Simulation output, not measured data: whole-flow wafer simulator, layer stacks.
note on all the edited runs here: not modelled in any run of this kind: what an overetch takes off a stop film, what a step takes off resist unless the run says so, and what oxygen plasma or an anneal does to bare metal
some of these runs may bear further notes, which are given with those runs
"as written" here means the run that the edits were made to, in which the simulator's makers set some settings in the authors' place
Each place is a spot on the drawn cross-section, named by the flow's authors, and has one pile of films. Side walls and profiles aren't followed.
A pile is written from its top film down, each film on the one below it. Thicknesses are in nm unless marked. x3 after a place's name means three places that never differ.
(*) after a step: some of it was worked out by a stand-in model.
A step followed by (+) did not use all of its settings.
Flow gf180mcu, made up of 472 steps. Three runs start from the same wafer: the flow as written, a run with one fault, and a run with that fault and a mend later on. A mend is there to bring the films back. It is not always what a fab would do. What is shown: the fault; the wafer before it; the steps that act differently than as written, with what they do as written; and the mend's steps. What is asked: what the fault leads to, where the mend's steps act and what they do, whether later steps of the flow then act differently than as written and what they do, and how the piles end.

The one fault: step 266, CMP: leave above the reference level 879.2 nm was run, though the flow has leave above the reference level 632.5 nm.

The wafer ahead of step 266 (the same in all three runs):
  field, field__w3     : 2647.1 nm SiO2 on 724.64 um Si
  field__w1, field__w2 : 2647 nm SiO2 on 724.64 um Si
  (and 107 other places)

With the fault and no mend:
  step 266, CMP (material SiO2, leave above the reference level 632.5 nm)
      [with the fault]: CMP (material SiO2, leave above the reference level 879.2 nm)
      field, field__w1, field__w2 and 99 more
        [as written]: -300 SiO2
        [with the fault]: -53.3 SiO2
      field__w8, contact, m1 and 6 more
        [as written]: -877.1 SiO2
        [with the fault]: -630.4 SiO2
  Steps later in the flow that act otherwise than as written:
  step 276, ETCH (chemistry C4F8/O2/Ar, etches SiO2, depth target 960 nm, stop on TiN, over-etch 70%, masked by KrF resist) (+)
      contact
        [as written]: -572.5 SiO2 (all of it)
        [with the fault]: -819.2 SiO2 (all of it)
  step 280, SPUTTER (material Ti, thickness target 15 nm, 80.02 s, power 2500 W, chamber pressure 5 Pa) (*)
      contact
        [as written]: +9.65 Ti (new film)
        [with the fault]: +8.37 Ti (new film)
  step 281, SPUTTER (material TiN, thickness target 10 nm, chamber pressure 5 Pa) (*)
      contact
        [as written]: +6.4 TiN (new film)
        [with the fault]: +5.54 TiN (new film)
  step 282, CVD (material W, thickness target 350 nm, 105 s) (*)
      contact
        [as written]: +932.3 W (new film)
        [with the fault]: +1181.1 W (new film)
  The piles end different from the flow's at field, field__w1, field__w2 and 109 more by more than 2% or 0.5 nm, whichever is larger.
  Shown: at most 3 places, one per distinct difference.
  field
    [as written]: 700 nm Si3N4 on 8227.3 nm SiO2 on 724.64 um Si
    [with the fault]: 700 nm Si3N4 on 8474 nm SiO2 on 724.64 um Si
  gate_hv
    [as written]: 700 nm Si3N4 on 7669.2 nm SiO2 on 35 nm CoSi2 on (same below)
    [with the fault]: 700 nm Si3N4 on 7915.9 nm SiO2 on 35 nm CoSi2 on (same below)
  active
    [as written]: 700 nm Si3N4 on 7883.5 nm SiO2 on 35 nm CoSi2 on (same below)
    [with the fault]: 700 nm Si3N4 on 8130.2 nm SiO2 on 35 nm CoSi2 on (same below)

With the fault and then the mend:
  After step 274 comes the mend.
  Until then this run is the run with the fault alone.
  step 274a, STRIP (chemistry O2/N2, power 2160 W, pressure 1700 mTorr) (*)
      field, field__w1, field__w2 and 107 more
        -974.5 KrF resist (all of it), -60 anti-reflective coat (all of it)
      contact
        -60 anti-reflective coat (all of it)
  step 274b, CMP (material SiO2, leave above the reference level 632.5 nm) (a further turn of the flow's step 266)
      field, field__w1, field__w2 and 108 more
        -246.7 SiO2
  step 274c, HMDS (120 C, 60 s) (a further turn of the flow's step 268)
      does not change any film at any place that is followed
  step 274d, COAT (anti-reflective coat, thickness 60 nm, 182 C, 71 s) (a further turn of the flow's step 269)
      field, field__w1, field__w2 and 108 more
        +60 anti-reflective coat (new film)
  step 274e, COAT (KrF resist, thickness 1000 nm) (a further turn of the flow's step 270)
      field, field__w1, field__w2 and 108 more
        +1000 KrF resist (new film)
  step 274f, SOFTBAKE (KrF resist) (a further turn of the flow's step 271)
      does not change any film at any place that is followed
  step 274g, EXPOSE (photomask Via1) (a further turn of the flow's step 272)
      does not change any film at any place that is followed
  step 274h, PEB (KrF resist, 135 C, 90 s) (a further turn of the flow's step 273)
      field, field__w1, field__w2 and 108 more
        -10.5 KrF resist
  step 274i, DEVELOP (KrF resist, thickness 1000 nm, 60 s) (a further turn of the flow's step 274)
      field, field__w1, field__w2 and 107 more
        -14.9 KrF resist
      contact
        -989.5 KrF resist (all of it)
  None of the later steps of the flow acts differently than as written at any place that is followed.
  By the end, the piles equal the flow's at every place that both follow.
